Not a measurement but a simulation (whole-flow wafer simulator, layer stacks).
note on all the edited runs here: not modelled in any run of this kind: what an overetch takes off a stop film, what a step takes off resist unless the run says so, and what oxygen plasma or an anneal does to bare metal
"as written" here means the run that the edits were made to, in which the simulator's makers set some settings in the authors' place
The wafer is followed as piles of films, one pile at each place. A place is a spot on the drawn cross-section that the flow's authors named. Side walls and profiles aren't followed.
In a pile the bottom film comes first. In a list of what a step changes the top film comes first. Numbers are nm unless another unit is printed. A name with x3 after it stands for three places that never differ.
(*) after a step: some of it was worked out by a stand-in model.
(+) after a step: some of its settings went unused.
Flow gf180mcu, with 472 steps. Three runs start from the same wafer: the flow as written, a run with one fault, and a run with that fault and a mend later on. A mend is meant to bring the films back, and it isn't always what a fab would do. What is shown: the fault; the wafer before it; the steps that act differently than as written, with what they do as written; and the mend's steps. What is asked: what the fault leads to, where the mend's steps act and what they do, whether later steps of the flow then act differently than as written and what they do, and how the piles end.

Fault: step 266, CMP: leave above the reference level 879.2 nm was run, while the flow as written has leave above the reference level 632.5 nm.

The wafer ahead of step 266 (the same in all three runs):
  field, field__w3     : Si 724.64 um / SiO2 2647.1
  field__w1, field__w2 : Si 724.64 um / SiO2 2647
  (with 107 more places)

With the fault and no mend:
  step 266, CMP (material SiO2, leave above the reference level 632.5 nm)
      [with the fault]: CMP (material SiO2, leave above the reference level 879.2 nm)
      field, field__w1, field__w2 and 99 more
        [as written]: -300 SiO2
        [with the fault]: -53.3 SiO2
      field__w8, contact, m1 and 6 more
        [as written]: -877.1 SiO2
        [with the fault]: -630.4 SiO2
  Steps further on in the flow that do not act as written:
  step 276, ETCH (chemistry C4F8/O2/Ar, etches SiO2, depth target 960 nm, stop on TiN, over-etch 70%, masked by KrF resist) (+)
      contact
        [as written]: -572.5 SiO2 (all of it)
        [with the fault]: -819.2 SiO2 (all of it)
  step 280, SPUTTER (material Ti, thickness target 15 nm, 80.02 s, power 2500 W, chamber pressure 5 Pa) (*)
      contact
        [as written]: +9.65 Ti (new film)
        [with the fault]: +8.37 Ti (new film)
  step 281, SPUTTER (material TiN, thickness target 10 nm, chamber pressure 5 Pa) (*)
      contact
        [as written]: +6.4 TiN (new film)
        [with the fault]: +5.54 TiN (new film)
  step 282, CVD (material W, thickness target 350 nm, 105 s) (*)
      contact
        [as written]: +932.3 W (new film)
        [with the fault]: +1181.1 W (new film)
  At field, field__w1, field__w2 and 109 more, the piles at the end differ from the flow's by more than 2% or 0.5 nm, whichever is larger.
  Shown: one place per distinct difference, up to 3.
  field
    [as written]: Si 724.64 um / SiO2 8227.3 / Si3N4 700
    [with the fault]: Si 724.64 um / SiO2 8474 / Si3N4 700
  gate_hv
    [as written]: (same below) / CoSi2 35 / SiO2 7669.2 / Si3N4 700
    [with the fault]: (same below) / CoSi2 35 / SiO2 7915.9 / Si3N4 700
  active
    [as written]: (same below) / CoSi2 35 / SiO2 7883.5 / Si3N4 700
    [with the fault]: (same below) / CoSi2 35 / SiO2 8130.2 / Si3N4 700

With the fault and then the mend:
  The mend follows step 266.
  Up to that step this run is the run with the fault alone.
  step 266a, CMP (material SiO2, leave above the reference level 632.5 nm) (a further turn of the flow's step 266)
      field, field__w1, field__w2 and 108 more
        -246.7 SiO2
  Later steps of the flow that are run all act as written at every place that is followed.
  By the end, the piles equal the flow's at every place that both follow.
